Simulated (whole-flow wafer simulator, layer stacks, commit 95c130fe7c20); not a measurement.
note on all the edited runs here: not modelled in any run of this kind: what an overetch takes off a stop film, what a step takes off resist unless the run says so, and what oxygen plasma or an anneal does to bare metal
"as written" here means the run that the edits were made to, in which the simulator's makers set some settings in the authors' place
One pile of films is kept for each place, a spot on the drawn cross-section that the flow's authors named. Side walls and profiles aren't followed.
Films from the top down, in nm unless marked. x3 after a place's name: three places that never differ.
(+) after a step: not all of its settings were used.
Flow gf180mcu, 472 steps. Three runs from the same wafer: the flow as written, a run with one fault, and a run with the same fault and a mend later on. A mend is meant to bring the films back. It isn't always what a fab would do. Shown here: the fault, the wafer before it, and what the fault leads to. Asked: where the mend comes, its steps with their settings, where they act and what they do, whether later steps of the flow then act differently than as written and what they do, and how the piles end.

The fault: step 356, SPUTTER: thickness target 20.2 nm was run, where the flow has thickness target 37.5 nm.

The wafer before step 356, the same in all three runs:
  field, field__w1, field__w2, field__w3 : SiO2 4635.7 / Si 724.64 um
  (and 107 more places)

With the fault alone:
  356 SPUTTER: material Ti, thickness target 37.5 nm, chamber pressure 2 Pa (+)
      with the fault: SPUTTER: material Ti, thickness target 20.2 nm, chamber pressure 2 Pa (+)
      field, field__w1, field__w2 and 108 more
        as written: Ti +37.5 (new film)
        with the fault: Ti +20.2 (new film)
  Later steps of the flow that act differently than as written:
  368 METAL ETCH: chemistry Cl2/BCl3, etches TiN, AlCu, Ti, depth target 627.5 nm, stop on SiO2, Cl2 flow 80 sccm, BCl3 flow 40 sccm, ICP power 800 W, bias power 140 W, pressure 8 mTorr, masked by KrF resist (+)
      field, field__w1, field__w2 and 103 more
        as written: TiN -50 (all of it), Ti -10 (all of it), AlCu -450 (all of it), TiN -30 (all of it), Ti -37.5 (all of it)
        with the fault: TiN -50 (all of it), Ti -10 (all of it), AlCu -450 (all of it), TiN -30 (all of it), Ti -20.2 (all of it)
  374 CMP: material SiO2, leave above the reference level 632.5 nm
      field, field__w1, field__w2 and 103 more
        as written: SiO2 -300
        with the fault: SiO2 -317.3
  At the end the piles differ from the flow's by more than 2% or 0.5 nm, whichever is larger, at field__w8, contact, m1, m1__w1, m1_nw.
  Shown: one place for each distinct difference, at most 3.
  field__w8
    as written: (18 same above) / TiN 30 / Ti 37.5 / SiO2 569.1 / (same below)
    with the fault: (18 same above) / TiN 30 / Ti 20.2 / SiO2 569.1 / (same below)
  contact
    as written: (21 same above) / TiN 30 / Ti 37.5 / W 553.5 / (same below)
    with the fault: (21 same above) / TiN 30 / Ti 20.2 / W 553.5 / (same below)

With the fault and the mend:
  The mend comes after step 356.
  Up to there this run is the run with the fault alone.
  356a SPUTTER: material Ti, thickness target 17.3 nm, chamber pressure 2 Pa (+) (the flow's step 356 once more, with other settings)
      field, field__w1, field__w2 and 108 more
        Ti +17.3
  No later step of the flow acts differently than as written at any place that is followed.
  At the end the piles are the same as the flow's at every place that both follow.
